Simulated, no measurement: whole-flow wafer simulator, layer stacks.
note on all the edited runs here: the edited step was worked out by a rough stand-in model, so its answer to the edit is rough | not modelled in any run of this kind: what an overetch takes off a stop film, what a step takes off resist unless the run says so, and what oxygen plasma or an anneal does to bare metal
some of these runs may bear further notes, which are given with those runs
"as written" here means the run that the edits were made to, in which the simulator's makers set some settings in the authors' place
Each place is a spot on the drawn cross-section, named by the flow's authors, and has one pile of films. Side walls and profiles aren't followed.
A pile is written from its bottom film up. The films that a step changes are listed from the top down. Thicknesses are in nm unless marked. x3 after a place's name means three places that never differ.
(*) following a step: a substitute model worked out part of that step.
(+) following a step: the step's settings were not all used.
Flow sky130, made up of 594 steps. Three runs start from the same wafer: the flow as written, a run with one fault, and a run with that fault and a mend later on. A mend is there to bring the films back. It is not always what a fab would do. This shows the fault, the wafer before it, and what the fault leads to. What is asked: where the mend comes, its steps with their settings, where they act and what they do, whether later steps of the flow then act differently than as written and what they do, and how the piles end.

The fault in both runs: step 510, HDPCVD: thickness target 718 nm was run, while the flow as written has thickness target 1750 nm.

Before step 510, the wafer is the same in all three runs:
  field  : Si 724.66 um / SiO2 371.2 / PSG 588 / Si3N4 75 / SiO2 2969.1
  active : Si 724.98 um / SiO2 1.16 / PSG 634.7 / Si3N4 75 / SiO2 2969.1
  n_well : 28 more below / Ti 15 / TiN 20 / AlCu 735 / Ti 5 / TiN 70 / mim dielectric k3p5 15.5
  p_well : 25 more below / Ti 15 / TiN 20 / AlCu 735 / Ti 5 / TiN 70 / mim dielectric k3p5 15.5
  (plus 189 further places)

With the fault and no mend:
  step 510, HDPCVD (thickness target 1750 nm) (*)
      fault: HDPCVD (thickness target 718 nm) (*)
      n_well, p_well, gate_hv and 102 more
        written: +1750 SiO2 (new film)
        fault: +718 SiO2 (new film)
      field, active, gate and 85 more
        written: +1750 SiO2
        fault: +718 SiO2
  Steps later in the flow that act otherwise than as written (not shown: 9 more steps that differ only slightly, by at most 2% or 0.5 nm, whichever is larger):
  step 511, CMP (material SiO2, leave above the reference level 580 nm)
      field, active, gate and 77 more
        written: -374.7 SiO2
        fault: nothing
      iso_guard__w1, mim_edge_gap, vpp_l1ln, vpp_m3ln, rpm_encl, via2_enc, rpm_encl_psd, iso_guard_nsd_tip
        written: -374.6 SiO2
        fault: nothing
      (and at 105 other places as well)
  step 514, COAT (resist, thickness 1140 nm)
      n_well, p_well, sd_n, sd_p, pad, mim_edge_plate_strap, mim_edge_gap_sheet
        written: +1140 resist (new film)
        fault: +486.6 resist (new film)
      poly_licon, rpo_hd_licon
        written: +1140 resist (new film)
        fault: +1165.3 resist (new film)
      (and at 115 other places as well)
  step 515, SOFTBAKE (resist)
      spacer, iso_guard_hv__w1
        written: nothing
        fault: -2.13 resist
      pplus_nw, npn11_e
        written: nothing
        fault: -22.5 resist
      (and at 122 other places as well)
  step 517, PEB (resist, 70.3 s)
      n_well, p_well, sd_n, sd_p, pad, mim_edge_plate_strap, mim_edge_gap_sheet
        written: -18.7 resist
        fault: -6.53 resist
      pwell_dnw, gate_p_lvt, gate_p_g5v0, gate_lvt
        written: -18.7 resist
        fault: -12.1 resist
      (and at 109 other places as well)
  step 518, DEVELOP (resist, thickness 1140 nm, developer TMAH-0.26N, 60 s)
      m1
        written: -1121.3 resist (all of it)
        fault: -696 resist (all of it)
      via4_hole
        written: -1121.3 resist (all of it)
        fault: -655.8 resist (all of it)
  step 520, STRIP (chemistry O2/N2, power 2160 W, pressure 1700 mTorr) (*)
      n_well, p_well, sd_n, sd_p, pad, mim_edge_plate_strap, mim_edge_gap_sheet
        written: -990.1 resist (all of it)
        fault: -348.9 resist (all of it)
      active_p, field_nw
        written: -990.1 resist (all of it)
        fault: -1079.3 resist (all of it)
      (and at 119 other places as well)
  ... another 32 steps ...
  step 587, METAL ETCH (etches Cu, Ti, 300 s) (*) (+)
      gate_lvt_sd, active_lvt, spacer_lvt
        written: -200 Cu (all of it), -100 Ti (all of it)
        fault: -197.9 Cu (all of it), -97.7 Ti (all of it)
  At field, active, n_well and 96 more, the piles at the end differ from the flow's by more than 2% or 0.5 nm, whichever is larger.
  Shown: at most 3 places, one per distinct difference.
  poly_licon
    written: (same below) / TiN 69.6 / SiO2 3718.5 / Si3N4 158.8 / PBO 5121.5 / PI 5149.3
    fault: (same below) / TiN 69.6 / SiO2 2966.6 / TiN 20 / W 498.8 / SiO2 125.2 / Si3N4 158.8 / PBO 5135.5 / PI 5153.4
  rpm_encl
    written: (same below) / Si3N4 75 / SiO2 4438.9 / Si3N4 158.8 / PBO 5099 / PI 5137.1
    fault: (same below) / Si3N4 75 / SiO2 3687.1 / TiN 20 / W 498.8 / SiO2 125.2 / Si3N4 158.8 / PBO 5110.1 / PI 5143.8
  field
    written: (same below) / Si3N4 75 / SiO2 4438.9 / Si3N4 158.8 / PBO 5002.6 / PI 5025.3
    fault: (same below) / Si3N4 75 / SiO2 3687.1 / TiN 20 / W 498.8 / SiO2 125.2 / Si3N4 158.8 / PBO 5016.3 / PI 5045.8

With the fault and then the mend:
  The mend stands after step 510.
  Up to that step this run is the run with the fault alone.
  step 510a, HDPCVD (thickness target 1032 nm) (*) (the flow's step 510, run once more with other settings)
      field, active, n_well and 190 more
        +1032 SiO2
  Every later step of the flow that is run acts as written at every place that is followed.
  At every place that both follow, the piles at the end match the flow's.
